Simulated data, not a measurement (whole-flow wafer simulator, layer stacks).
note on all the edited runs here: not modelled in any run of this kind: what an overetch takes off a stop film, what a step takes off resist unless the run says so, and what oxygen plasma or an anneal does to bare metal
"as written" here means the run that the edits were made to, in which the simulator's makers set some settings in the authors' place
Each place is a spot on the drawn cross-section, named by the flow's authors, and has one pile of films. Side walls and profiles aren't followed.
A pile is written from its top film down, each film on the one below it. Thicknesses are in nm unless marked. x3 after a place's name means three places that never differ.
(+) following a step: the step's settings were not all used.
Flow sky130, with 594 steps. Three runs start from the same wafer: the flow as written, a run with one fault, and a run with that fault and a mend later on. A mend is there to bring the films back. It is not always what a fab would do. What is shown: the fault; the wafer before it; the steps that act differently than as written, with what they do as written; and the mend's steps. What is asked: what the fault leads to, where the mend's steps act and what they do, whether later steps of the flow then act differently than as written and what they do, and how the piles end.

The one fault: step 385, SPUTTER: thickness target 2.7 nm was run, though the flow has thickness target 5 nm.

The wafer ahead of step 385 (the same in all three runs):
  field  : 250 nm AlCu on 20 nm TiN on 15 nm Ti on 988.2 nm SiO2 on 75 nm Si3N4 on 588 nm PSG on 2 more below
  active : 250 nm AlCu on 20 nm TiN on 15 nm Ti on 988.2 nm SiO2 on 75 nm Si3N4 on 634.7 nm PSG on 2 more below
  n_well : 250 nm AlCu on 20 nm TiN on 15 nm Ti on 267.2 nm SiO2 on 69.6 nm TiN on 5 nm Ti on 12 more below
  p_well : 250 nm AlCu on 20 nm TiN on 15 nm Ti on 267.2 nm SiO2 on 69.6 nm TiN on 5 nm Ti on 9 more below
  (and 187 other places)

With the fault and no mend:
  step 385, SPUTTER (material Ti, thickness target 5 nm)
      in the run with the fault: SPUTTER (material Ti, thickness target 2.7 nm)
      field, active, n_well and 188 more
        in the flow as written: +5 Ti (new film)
        in the run with the fault: +2.7 Ti (new film)
  Steps further on in the flow that do not act as written (not shown: 18 more steps that differ only slightly, by at most 2% or 0.5 nm, whichever is larger):
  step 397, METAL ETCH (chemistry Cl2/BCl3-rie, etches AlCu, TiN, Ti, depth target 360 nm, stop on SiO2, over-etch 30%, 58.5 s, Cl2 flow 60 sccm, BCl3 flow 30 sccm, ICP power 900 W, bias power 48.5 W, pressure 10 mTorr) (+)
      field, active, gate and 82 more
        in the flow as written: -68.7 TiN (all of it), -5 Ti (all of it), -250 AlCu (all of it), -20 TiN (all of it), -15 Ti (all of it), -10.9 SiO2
        in the run with the fault: -68.7 TiN (all of it), -2.7 Ti (all of it), -250 AlCu (all of it), -20 TiN (all of it), -15 Ti (all of it), -11.2 SiO2
  At n_well, p_well, gate_hv and 103 more, the piles at the end differ from the flow's by more than 2% or 0.5 nm, whichever is larger.
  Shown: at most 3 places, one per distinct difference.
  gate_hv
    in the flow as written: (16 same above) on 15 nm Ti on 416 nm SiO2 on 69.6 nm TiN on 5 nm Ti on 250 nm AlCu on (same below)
    in the run with the fault: (16 same above) on 15 nm Ti on 418.3 nm SiO2 on 69.6 nm TiN on 2.7 nm Ti on 250 nm AlCu on (same below)
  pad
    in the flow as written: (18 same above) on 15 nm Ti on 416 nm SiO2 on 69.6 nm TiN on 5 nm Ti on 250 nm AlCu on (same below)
    in the run with the fault: (18 same above) on 15 nm Ti on 418.3 nm SiO2 on 69.6 nm TiN on 2.7 nm Ti on 250 nm AlCu on (same below)
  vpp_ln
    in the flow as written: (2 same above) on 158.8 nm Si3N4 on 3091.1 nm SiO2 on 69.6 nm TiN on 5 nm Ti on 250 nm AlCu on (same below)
    in the run with the fault: (2 same above) on 158.8 nm Si3N4 on 3093.4 nm SiO2 on 69.6 nm TiN on 2.7 nm Ti on 250 nm AlCu on (same below)

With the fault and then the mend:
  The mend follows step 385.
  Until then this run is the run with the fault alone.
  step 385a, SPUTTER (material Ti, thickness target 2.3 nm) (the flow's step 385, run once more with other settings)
      field, active, n_well and 188 more
        +2.3 Ti
  Later steps of the flow that are run all act as written at every place that is followed.
  At every place that both follow, the piles at the end match the flow's.
